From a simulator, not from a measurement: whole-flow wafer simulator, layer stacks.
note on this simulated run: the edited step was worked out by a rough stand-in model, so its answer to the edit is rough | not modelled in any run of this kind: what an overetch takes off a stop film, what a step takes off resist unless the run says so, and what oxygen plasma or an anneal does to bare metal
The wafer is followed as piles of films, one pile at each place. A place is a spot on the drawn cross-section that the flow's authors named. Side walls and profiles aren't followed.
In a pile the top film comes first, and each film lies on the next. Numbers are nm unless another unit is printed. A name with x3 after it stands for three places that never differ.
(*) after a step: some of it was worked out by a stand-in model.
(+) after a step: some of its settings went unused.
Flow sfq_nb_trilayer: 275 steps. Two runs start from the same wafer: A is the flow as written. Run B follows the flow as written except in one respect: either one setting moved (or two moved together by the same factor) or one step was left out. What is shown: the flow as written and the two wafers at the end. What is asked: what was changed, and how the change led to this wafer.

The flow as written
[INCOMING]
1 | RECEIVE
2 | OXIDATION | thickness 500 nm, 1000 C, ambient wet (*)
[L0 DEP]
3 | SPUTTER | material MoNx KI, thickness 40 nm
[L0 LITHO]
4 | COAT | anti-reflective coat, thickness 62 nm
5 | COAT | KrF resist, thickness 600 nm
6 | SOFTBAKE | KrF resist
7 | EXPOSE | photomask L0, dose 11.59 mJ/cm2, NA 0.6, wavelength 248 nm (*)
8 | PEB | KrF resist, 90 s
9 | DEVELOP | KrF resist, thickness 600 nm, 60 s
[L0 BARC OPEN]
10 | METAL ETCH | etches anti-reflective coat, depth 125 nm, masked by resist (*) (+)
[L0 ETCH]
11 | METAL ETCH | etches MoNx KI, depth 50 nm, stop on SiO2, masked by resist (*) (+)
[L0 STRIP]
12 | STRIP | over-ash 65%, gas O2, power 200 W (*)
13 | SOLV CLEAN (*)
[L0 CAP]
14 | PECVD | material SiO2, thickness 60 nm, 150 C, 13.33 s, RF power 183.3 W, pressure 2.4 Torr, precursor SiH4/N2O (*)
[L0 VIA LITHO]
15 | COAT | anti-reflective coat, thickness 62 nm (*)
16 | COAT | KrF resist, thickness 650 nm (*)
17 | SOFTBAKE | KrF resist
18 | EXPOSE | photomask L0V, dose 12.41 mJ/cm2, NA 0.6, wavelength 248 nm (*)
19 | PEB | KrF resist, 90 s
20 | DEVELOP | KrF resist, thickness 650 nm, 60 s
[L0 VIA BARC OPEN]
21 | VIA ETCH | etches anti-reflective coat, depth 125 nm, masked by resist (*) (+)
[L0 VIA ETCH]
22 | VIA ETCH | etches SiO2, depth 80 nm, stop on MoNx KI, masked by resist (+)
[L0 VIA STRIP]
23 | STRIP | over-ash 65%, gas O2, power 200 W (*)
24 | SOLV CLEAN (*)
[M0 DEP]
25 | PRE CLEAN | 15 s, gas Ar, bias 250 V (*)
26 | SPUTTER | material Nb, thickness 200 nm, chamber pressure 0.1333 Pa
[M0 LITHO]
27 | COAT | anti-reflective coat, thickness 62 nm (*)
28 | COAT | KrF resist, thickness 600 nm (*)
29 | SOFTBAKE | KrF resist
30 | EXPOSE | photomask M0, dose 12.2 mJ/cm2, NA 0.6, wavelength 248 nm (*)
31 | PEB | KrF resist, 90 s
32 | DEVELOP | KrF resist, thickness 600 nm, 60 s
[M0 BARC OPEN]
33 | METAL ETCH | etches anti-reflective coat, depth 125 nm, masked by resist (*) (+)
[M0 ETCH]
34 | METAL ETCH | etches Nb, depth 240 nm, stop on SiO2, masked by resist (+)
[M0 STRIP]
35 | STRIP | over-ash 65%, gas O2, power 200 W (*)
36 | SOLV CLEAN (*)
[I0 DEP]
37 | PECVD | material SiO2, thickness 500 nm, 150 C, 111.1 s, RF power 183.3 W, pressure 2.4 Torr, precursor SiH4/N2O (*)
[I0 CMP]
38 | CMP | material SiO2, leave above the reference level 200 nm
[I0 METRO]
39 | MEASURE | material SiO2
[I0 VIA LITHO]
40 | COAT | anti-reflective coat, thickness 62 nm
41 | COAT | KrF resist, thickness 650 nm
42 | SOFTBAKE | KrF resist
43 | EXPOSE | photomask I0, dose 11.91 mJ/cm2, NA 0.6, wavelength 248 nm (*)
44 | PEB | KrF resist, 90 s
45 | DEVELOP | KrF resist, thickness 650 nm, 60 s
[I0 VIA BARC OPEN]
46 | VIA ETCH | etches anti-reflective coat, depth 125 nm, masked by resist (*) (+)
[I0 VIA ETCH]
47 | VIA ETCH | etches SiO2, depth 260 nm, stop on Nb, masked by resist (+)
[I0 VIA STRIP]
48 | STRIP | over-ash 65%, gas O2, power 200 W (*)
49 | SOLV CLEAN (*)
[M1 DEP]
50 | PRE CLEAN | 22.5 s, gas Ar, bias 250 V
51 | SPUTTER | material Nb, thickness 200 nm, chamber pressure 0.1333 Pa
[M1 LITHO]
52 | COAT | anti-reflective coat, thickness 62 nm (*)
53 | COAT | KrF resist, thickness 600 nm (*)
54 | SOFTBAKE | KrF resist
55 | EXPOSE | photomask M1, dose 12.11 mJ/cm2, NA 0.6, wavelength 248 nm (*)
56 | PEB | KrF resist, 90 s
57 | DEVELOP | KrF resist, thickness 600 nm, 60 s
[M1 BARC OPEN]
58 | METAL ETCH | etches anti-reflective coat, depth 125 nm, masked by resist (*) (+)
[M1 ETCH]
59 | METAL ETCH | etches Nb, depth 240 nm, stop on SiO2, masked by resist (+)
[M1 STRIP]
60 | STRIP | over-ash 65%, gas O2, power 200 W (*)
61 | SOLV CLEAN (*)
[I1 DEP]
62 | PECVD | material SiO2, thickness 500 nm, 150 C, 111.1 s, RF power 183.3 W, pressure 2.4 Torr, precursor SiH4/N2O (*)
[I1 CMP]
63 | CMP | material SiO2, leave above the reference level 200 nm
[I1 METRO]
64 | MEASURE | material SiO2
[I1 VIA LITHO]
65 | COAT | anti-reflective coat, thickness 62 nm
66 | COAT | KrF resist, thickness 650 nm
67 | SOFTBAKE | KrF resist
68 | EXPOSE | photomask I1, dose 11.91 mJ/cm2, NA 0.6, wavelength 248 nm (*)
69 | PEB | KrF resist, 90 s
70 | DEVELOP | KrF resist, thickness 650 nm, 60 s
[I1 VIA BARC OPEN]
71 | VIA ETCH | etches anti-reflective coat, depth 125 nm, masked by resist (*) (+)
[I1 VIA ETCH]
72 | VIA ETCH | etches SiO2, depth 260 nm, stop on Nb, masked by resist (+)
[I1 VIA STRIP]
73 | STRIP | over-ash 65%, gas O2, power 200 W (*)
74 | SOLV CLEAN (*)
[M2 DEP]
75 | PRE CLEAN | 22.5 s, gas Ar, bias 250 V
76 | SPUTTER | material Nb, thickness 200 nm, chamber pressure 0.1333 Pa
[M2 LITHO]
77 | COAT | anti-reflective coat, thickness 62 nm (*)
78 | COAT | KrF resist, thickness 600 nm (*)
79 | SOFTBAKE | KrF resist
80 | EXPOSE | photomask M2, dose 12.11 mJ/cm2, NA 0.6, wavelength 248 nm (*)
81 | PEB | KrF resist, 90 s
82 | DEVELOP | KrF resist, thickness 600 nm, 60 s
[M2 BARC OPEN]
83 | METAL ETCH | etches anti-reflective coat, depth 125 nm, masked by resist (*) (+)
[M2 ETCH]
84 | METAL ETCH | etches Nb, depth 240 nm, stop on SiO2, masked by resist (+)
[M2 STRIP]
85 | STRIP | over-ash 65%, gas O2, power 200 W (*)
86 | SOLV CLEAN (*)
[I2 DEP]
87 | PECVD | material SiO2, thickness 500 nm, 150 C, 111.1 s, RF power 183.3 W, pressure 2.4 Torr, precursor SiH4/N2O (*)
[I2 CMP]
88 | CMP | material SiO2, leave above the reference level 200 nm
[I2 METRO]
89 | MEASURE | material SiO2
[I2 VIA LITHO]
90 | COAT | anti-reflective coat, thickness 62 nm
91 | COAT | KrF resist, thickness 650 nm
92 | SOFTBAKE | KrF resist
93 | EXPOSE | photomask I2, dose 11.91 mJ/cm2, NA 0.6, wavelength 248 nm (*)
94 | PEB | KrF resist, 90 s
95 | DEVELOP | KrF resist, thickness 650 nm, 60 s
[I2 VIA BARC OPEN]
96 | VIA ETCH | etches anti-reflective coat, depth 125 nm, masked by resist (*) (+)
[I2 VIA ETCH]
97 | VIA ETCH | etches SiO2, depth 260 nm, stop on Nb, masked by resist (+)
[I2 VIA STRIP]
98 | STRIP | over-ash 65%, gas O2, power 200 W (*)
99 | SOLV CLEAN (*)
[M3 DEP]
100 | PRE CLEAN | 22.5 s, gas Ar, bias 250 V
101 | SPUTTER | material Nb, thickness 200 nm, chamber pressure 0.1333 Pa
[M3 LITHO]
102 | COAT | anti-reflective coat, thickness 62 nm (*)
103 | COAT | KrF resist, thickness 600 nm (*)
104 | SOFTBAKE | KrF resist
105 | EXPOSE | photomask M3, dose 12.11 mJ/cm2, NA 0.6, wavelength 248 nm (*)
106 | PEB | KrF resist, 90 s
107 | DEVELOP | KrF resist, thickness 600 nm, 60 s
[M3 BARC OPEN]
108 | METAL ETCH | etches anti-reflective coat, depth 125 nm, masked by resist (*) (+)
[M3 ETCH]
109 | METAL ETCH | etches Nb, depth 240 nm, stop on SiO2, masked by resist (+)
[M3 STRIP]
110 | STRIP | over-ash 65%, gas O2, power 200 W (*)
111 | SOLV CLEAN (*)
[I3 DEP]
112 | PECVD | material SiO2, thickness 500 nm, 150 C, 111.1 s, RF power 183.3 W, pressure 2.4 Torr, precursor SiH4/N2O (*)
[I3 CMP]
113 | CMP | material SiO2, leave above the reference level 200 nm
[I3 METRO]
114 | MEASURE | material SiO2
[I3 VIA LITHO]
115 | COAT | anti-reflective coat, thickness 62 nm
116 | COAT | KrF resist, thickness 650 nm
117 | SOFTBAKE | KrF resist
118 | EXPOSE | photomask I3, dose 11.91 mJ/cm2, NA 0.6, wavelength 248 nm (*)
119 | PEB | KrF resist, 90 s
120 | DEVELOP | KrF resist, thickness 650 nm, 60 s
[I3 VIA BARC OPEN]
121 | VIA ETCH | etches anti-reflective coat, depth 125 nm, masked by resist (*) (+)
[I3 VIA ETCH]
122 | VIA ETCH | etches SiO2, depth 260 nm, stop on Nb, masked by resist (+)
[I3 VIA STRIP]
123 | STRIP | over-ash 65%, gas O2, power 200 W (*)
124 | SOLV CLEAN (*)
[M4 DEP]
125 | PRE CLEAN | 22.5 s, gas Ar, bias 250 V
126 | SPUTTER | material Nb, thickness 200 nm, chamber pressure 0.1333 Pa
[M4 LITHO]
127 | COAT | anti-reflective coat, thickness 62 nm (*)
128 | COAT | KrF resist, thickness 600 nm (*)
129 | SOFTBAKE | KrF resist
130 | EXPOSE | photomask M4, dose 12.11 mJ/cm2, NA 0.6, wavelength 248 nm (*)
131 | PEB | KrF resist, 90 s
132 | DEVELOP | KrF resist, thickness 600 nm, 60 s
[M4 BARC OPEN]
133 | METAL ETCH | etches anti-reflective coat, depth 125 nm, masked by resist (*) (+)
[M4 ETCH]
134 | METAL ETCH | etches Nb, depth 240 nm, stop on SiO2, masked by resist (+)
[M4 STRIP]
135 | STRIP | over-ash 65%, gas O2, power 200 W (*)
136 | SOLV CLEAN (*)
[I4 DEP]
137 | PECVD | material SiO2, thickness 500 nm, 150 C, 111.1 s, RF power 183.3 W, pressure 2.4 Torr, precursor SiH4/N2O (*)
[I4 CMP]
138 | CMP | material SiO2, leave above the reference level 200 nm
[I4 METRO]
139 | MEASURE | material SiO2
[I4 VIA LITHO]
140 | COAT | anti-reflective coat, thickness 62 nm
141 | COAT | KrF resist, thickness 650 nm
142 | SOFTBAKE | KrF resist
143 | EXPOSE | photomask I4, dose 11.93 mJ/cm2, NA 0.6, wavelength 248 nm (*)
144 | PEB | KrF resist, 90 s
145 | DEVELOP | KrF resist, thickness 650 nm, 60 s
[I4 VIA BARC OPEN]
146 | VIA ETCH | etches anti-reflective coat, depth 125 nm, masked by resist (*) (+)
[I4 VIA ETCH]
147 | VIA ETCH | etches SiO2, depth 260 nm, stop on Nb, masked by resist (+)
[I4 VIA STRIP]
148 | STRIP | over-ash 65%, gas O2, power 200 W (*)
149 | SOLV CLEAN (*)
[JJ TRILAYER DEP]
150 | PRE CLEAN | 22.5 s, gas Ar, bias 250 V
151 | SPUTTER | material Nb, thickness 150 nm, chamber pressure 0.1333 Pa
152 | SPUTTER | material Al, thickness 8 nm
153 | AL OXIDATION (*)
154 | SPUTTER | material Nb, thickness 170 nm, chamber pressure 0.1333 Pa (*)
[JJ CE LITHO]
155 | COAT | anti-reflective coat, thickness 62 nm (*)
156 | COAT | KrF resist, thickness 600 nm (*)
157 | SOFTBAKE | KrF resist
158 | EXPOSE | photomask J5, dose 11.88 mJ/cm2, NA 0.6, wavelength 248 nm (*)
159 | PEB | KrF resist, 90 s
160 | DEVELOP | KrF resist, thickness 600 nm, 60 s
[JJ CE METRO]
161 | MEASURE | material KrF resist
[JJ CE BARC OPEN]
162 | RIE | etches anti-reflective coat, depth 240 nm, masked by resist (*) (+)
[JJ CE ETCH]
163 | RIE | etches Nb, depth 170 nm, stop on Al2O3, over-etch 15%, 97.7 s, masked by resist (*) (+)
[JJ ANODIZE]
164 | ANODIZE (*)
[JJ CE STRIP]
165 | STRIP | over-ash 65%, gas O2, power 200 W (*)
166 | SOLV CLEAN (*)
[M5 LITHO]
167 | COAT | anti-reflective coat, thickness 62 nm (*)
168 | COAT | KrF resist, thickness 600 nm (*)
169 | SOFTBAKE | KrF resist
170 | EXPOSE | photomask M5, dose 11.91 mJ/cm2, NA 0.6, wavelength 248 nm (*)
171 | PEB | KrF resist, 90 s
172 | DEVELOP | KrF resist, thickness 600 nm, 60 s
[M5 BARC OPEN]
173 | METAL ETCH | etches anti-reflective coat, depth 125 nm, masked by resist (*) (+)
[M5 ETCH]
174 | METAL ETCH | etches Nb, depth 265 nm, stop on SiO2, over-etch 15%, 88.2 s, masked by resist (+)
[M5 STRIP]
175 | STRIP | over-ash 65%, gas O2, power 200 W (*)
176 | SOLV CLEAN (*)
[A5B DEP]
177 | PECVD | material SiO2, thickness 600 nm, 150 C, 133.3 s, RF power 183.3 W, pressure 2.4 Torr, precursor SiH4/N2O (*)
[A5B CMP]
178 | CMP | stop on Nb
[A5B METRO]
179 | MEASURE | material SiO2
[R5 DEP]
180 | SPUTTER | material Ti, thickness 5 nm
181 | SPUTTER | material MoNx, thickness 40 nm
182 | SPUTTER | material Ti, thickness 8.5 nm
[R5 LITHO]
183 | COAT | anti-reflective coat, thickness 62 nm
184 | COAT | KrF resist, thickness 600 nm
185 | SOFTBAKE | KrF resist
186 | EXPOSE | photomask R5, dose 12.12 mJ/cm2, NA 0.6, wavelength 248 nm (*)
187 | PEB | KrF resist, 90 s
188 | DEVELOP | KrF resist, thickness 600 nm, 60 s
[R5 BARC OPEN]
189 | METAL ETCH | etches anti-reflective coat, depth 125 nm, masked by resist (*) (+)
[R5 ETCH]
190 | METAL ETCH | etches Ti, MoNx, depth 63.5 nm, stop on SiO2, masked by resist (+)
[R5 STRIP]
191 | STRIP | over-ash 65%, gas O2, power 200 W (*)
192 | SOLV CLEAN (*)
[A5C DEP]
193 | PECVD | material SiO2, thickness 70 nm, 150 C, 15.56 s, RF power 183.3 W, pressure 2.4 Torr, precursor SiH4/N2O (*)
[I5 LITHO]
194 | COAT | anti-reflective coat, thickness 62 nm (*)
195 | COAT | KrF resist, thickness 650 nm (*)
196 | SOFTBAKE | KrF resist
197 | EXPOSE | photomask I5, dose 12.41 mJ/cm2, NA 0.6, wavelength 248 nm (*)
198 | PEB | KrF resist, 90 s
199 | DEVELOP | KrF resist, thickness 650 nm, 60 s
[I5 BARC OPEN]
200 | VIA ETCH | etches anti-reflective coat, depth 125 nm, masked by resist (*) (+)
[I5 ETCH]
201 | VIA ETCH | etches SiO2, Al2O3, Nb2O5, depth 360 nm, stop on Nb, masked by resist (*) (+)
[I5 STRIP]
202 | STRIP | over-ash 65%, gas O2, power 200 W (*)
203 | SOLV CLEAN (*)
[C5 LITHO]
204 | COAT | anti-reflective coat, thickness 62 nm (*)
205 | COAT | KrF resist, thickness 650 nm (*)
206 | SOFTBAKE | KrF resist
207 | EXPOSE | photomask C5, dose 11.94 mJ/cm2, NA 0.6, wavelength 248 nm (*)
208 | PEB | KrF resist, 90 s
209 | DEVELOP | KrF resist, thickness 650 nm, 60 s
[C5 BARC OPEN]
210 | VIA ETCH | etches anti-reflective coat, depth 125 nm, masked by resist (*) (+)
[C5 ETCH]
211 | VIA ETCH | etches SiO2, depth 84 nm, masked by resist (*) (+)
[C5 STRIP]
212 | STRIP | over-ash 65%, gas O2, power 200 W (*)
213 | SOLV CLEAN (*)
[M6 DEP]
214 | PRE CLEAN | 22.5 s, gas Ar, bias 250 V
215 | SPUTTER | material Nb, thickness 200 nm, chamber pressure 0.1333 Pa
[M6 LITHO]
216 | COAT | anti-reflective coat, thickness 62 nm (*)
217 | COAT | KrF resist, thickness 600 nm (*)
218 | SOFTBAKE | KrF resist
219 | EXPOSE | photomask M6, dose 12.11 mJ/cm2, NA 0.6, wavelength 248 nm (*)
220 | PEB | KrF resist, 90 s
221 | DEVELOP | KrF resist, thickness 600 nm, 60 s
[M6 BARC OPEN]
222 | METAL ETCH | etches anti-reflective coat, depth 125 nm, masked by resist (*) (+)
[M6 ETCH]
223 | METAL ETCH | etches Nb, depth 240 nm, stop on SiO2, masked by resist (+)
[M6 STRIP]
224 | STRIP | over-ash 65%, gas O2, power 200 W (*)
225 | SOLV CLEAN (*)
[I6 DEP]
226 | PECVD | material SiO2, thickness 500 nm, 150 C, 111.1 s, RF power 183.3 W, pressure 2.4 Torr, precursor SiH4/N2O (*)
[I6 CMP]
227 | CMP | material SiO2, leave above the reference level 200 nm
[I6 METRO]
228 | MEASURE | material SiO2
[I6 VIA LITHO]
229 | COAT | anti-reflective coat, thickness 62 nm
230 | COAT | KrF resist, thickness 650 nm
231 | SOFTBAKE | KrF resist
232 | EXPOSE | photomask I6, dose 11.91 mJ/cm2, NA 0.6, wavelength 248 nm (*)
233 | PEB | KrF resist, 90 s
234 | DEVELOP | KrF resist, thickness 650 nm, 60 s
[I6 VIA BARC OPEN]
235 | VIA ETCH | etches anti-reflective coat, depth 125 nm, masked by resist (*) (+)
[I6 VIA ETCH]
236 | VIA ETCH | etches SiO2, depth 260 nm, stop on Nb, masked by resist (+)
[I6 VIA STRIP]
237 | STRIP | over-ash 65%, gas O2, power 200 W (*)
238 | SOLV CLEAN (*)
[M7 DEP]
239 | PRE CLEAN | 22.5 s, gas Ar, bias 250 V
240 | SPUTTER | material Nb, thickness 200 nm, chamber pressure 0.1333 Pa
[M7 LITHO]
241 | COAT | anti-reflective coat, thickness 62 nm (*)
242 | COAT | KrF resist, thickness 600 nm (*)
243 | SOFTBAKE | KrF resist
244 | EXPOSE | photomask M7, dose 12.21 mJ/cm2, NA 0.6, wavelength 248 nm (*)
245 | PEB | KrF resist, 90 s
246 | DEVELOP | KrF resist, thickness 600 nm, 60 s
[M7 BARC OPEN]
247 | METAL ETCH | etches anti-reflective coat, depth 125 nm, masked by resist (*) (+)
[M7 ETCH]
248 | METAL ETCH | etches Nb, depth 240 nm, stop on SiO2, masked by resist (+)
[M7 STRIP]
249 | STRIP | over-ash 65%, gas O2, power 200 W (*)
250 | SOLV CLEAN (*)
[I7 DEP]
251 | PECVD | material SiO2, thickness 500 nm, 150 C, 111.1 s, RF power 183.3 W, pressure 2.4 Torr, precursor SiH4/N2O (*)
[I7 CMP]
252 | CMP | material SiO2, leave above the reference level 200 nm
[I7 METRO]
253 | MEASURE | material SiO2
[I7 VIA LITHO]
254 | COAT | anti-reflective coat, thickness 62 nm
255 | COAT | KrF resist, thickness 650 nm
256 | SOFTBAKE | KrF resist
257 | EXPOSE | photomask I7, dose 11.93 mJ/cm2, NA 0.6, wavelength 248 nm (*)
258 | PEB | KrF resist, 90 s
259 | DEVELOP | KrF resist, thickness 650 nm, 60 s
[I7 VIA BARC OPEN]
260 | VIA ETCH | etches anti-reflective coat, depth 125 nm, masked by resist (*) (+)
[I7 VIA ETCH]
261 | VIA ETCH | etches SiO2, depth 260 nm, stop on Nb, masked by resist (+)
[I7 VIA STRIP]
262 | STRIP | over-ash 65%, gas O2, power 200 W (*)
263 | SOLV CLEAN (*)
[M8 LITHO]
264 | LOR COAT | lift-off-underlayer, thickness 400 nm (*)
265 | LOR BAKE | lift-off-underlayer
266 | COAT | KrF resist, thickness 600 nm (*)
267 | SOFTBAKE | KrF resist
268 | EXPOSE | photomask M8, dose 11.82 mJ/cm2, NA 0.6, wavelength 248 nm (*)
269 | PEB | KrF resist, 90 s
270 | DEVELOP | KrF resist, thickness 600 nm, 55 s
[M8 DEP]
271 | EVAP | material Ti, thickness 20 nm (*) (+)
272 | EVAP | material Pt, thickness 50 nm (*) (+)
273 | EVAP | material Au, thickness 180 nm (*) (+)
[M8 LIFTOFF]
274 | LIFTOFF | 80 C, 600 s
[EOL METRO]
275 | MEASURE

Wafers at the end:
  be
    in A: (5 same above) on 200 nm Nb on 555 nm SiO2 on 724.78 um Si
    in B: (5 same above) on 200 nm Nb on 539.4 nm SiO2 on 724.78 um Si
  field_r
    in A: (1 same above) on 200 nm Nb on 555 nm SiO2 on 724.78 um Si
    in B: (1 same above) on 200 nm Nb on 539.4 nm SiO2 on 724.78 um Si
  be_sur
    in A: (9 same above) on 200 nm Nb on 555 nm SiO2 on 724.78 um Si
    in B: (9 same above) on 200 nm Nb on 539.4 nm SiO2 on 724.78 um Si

Cause: step 14, PECVD: thickness 44.4 nm was run, whereas the flow has thickness 60 nm; step 14, PECVD: 9.867 s was run, where the flow has 13.33 s.

How this came from the change, step by step:
  14 | PECVD | material SiO2, thickness 60 nm, 150 C, 13.33 s, RF power 183.3 W, pressure 2.4 Torr, precursor SiH4/N2O (*)
      v_sur, via_wl, via_w and 97 more: A SiO2 gains 60 | B SiO2 gains 44.4
      field_l, l0_sur, l0v, l0r_line_l, l0r_line_c, l0r_line_r: A SiO2 gains 60 (new film) | B SiO2 gains 44.4 (new film)
  22 | VIA ETCH | etches SiO2, depth 80 nm, stop on MoNx KI, masked by resist (+)
      field_l, v_sur, via_wl and 102 more: A KrF resist loses 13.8 | B KrF resist loses 11.4
      l0v: A SiO2 loses 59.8 (all of it) | B SiO2 loses 44.2 (all of it)
  26 | SPUTTER | material Nb, thickness 200 nm, chamber pressure 0.1333 Pa
      l0v: A Nb gains 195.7 (new film) | B Nb gains 200 (new film)
  27 | COAT | anti-reflective coat, thickness 62 nm (*)
      l0_sur: A anti-reflective coat gains 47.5 (new film) | B anti-reflective coat gains 49.2 (new film)
      l0v: A anti-reflective coat gains 78 (new film) | B anti-reflective coat gains 72.8 (new film)
  35 | STRIP | over-ash 65%, gas O2, power 200 W (*)
      l0_sur: A KrF resist loses 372 (all of it), anti-reflective coat loses 47.5 (all of it) | B KrF resist loses 373.2 (all of it), anti-reflective coat loses 49.2 (all of it)
      l0v: A KrF resist loses 405.3 (all of it), anti-reflective coat loses 78 (all of it) | B KrF resist loses 394.6 (all of it), anti-reflective coat loses 72.8 (all of it)
  38 | CMP | material SiO2, leave above the reference level 200 nm
      l0v: A SiO2 loses 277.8 | B SiO2 loses 297.7
